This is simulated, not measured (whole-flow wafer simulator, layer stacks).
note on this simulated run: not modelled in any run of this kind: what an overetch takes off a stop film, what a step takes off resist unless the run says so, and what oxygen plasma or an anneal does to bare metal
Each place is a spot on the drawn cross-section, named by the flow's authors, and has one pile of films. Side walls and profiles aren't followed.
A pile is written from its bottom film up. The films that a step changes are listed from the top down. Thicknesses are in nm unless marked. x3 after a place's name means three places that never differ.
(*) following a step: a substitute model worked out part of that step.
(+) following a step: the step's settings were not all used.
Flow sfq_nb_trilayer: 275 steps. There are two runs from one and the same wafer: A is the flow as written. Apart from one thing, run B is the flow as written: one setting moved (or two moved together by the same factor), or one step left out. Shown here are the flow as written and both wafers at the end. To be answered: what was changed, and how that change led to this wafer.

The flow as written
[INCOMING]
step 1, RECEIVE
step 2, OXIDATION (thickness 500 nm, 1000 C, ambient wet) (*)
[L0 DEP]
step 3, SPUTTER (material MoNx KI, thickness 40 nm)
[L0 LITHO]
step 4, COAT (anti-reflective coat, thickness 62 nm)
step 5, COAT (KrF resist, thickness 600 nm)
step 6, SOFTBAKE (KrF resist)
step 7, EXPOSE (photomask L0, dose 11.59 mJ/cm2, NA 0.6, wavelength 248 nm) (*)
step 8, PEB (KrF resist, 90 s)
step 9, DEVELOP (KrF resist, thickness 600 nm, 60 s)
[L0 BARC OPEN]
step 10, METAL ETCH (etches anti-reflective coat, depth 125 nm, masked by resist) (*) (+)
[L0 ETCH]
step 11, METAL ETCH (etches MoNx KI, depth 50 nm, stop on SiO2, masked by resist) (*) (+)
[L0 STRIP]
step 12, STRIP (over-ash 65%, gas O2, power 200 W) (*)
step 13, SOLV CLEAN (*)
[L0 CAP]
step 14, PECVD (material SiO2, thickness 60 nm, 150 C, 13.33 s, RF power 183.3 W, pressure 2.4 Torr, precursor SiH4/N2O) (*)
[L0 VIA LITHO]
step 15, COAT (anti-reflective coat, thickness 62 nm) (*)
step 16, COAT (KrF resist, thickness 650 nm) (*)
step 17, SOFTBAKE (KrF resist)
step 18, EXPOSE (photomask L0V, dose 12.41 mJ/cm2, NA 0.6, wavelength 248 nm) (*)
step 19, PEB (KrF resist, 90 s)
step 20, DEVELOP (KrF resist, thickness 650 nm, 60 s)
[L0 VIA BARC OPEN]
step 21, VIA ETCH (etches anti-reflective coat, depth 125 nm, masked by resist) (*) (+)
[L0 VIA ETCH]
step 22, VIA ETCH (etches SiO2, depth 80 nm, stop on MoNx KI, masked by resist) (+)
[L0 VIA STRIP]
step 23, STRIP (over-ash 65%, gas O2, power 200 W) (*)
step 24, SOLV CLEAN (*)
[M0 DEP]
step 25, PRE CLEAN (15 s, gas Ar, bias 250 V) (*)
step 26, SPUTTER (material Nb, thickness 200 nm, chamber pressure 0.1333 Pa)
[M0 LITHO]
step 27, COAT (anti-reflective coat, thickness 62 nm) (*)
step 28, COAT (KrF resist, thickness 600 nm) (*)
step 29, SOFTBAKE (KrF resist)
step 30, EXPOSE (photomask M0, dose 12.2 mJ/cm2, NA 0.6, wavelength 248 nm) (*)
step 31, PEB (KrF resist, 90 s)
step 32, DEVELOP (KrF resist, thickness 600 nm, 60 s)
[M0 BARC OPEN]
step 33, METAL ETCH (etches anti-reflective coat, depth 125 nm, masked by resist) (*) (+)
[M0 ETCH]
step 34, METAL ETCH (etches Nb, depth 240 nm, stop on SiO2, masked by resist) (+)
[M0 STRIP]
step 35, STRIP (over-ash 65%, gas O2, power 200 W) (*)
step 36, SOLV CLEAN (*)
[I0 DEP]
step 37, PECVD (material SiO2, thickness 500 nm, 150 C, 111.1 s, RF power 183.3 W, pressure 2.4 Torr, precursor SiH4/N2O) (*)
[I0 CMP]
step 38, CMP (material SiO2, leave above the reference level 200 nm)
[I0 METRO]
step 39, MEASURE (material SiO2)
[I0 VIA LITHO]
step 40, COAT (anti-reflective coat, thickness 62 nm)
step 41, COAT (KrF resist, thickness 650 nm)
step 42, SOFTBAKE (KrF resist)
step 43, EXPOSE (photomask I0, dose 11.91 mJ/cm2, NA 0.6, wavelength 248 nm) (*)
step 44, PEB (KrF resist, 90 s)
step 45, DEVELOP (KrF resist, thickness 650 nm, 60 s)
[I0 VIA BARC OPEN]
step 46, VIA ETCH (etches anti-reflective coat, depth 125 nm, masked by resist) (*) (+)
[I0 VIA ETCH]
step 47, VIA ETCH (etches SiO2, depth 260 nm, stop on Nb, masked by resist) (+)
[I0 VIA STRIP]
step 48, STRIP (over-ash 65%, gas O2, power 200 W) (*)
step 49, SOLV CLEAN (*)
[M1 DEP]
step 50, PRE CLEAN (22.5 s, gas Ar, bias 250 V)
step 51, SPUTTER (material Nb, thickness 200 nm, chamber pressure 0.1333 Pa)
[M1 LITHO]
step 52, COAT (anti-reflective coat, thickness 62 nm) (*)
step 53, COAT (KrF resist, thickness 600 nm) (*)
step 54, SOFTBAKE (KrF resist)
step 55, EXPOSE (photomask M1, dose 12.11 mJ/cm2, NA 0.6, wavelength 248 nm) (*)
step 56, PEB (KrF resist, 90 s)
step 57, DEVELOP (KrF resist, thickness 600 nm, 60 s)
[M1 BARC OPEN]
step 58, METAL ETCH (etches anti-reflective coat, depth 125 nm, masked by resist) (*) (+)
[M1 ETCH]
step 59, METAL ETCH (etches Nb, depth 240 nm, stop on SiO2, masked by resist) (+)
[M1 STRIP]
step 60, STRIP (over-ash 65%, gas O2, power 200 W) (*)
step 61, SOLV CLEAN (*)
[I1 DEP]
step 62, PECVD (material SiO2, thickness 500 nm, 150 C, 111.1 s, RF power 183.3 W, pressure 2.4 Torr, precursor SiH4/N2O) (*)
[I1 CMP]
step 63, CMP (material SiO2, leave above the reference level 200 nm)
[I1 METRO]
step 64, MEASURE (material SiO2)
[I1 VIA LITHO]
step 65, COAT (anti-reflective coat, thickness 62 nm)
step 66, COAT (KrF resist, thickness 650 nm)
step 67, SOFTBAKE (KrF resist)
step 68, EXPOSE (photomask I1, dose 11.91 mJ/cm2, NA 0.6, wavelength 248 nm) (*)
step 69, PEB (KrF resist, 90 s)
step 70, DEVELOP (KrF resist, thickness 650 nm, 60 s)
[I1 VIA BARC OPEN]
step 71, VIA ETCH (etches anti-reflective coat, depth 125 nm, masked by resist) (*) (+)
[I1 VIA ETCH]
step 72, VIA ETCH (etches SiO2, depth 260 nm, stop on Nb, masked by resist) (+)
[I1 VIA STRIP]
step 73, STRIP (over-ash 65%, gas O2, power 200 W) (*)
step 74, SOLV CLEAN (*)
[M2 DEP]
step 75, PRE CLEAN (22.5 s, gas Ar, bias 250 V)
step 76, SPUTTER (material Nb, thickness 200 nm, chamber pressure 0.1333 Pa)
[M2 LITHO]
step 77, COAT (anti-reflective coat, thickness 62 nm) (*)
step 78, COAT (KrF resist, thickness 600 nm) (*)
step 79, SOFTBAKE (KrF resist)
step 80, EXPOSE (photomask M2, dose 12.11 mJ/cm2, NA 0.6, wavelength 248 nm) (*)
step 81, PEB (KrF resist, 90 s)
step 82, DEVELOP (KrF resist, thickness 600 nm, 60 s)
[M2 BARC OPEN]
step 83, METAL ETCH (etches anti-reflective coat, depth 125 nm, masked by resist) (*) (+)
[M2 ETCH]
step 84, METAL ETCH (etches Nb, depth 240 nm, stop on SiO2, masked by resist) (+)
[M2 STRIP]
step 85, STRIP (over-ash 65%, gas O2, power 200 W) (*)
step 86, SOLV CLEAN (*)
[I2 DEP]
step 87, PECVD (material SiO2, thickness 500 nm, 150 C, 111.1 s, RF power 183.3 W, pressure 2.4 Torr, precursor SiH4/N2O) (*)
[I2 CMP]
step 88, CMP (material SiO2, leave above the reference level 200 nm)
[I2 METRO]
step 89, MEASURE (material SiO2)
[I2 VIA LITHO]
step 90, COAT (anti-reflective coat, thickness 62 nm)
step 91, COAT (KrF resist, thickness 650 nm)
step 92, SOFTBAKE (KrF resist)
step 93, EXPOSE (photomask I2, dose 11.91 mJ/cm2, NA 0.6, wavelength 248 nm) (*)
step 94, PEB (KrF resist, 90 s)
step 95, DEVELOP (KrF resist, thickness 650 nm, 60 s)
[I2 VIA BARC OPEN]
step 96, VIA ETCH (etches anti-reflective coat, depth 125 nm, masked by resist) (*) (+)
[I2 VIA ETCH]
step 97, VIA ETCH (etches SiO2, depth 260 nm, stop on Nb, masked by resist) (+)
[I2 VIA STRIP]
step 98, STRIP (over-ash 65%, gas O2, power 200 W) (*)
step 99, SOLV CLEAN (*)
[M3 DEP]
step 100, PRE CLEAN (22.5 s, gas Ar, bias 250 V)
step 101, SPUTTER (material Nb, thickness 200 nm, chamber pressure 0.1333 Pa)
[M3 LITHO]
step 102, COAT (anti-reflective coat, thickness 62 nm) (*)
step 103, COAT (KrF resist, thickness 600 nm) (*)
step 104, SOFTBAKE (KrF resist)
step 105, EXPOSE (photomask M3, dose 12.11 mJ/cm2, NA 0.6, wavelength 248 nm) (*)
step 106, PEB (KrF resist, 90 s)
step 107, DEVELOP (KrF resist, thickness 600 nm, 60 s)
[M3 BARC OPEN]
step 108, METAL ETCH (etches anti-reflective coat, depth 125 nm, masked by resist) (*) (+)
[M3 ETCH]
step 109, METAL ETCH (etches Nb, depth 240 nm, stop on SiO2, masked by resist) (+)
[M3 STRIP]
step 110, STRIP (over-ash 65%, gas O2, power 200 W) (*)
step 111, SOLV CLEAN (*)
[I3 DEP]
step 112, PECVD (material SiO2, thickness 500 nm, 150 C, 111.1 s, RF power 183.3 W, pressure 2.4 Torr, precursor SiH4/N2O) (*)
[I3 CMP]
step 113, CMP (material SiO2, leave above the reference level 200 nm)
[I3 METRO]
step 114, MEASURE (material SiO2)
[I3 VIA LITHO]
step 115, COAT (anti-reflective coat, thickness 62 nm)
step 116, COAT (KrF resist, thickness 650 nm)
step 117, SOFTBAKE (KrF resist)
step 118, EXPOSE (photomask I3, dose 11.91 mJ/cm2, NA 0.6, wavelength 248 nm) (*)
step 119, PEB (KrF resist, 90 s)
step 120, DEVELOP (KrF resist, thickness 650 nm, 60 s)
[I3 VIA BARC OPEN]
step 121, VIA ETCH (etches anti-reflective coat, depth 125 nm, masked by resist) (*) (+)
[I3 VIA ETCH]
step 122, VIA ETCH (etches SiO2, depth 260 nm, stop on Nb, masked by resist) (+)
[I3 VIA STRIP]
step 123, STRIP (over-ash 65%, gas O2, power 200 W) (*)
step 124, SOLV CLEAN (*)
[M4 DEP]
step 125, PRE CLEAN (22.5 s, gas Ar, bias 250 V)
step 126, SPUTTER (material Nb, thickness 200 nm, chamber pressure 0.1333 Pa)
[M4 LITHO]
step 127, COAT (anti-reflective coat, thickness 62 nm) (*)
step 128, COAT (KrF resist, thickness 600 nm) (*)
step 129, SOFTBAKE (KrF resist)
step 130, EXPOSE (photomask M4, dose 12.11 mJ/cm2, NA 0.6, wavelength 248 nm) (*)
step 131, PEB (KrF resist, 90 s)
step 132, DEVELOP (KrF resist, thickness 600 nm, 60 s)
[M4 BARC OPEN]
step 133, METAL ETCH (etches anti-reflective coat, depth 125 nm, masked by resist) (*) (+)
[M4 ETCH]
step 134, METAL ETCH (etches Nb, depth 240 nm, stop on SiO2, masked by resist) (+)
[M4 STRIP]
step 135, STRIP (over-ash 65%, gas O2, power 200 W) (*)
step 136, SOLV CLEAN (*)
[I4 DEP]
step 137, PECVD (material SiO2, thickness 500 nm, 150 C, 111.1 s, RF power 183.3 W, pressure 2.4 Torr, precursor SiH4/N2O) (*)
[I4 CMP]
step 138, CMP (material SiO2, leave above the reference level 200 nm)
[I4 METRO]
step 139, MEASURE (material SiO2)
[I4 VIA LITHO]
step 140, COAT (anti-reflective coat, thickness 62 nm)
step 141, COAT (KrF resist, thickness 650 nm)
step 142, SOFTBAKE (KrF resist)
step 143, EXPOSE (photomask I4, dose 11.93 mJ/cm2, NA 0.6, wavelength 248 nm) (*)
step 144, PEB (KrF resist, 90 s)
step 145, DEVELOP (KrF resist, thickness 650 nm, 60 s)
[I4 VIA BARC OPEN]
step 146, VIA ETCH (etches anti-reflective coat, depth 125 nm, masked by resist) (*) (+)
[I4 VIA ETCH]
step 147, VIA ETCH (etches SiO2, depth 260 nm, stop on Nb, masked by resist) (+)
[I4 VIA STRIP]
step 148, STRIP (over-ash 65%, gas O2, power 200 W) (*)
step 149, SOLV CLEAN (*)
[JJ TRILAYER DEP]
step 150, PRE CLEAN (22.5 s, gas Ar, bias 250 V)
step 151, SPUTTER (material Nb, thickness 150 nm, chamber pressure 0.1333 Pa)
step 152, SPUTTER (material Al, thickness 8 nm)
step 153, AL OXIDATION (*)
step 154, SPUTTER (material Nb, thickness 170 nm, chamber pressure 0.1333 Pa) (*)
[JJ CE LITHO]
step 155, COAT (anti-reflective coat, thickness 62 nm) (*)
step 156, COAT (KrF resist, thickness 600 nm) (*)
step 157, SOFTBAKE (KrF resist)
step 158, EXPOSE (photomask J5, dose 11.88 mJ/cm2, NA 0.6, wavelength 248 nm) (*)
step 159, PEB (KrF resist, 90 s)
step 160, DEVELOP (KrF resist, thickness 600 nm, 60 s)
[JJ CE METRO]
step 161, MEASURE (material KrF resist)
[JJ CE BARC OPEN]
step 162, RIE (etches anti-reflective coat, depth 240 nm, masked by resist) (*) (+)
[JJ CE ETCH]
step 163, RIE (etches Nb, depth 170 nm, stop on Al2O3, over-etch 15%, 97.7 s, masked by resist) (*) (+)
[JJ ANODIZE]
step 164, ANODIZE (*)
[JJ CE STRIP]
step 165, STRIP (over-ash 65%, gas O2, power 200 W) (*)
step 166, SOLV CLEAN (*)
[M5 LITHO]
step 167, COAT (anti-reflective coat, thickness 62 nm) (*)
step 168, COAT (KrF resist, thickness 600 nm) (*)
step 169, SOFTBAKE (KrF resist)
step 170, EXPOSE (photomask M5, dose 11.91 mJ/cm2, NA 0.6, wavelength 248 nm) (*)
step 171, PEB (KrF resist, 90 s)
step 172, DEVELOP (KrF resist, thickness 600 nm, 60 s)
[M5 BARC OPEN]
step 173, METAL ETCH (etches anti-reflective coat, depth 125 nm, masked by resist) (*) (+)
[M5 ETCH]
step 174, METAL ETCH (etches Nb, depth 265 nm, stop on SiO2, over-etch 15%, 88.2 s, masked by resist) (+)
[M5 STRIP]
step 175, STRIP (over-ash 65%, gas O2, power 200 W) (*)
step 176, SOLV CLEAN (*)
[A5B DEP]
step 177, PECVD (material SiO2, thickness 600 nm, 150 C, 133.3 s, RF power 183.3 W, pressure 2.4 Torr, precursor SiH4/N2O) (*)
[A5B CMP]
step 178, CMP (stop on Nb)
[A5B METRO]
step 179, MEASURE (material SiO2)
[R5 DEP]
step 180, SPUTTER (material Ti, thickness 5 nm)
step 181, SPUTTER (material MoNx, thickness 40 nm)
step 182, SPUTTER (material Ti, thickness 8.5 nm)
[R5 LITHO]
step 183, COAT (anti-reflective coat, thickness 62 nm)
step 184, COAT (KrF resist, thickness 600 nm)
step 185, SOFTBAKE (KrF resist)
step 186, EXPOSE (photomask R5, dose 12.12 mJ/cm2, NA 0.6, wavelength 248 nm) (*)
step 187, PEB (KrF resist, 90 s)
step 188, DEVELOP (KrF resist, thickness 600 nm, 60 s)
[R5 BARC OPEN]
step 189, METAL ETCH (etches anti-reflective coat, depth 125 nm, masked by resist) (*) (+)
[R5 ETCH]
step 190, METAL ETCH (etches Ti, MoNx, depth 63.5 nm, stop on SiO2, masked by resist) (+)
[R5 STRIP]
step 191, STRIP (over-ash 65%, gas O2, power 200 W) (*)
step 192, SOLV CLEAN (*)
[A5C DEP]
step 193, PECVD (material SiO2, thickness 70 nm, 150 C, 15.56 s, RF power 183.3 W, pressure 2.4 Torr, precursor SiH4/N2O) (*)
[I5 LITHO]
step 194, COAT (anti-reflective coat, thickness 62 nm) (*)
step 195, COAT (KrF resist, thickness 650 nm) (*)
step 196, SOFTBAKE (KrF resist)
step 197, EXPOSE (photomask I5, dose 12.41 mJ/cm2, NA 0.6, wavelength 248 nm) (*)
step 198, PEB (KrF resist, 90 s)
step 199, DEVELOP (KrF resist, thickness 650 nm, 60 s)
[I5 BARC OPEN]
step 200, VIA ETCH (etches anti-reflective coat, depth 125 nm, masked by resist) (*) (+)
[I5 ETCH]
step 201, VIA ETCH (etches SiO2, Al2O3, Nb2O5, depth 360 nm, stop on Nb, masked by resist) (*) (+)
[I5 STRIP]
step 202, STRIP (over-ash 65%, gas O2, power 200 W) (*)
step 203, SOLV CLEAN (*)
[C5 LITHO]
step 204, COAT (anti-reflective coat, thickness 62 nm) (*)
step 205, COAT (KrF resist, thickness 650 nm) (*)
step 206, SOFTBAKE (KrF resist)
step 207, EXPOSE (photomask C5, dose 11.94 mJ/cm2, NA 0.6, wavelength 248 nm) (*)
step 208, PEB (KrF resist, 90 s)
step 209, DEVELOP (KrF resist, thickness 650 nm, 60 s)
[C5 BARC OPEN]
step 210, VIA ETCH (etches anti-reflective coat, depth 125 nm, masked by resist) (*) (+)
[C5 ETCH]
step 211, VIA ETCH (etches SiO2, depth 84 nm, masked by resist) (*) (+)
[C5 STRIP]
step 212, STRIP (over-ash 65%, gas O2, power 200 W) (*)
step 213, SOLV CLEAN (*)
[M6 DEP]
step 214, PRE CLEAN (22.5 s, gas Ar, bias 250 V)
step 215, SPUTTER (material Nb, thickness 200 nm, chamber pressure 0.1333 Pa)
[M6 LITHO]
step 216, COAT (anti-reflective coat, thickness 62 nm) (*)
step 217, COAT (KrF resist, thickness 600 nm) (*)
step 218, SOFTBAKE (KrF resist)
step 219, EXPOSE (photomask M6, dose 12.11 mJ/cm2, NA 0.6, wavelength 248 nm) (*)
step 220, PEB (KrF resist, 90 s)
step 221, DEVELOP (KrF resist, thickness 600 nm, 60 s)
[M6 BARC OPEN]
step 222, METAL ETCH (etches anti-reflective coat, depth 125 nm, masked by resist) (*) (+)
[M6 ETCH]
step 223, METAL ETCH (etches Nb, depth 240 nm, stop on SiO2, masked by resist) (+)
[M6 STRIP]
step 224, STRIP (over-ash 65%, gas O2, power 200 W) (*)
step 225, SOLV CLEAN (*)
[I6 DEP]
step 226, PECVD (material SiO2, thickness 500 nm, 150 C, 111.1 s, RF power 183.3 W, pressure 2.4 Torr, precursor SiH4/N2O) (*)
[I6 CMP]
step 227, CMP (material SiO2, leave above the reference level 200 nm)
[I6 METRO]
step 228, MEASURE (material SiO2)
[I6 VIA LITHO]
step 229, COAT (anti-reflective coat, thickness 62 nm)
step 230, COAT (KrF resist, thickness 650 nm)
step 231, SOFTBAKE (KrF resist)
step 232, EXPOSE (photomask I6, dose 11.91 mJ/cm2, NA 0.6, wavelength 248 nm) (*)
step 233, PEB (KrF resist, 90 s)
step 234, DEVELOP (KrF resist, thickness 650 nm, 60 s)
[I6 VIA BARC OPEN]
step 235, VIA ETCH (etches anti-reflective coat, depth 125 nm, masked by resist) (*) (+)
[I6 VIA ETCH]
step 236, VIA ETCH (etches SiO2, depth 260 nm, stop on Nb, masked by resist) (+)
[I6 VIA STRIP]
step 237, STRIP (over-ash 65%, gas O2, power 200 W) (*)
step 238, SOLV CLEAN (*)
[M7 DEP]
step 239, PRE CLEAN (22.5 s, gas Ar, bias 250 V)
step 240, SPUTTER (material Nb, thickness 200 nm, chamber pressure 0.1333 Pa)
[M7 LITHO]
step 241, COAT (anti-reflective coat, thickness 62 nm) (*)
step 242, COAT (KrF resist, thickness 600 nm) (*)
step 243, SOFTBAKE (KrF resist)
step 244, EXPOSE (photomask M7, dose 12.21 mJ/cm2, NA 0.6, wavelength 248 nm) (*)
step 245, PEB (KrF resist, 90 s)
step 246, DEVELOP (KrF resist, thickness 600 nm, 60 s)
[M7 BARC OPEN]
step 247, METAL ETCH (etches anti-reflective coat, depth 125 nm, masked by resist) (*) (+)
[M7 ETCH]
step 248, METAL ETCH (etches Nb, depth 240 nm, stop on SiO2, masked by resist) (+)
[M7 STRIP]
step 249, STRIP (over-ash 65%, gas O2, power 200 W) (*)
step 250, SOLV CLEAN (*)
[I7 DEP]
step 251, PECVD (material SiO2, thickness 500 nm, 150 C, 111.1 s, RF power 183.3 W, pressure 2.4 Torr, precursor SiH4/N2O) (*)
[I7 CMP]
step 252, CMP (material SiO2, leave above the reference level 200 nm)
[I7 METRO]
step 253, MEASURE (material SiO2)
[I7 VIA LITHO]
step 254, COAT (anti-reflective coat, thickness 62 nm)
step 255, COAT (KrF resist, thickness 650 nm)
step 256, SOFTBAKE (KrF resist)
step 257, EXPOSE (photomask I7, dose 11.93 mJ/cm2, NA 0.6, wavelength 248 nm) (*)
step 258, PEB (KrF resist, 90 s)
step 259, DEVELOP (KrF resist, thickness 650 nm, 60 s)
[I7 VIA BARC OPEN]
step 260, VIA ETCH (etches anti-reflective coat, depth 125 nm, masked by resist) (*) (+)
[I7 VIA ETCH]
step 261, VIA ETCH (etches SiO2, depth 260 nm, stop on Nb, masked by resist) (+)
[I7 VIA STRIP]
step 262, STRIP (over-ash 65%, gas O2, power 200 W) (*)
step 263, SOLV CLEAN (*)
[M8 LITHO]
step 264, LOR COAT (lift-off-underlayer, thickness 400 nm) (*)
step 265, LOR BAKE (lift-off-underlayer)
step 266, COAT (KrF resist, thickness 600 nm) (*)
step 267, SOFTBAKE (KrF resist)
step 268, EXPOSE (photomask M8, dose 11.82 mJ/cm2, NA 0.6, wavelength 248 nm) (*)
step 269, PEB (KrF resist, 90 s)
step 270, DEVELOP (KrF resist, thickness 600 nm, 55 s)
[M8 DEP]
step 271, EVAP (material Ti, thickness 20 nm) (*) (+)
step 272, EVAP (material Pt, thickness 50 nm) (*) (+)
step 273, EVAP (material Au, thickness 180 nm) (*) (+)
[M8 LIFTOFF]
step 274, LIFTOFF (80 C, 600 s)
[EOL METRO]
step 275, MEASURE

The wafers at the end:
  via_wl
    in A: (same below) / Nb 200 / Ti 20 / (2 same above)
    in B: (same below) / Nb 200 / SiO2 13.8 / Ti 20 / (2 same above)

What caused this: step 261, VIA ETCH: depth 186 nm was run, while the flow as written has depth 260 nm.

The path from the change to this, step by step:
  step 261, VIA ETCH (etches SiO2, depth 260 nm, stop on Nb, masked by resist) (+)
      via_wl, via_w, via_wr: A SiO2 loses 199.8 (all of it) | B SiO2 loses 186
      field_l, v_sur, via_sp and 100 more: A KrF resist loses 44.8 | B KrF resist loses 32.1
  step 262, STRIP (over-ash 65%, gas O2, power 200 W) (*)
      field_l, v_sur, via_sp and 100 more: A KrF resist loses 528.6 (all of it), anti-reflective coat loses 62 (all of it) | B KrF resist loses 541.4 (all of it), anti-reflective coat loses 62 (all of it)
Taking metal films that touch as one body, via_wl has 8 bodies (between them, from the top down: SiO2 13.8; SiO2 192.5; SiO2 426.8 / Al2O3 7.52 / Nb2O5 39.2; SiO2 192.5; SiO2 192.5; SiO2 192.5; SiO2 192.5); the flow as written gives 7 bodies (between them, from the top down: SiO2 192.5; SiO2 426.8 / Al2O3 7.52 / Nb2O5 39.2; SiO2 192.5; SiO2 192.5; SiO2 192.5; SiO2 192.5).
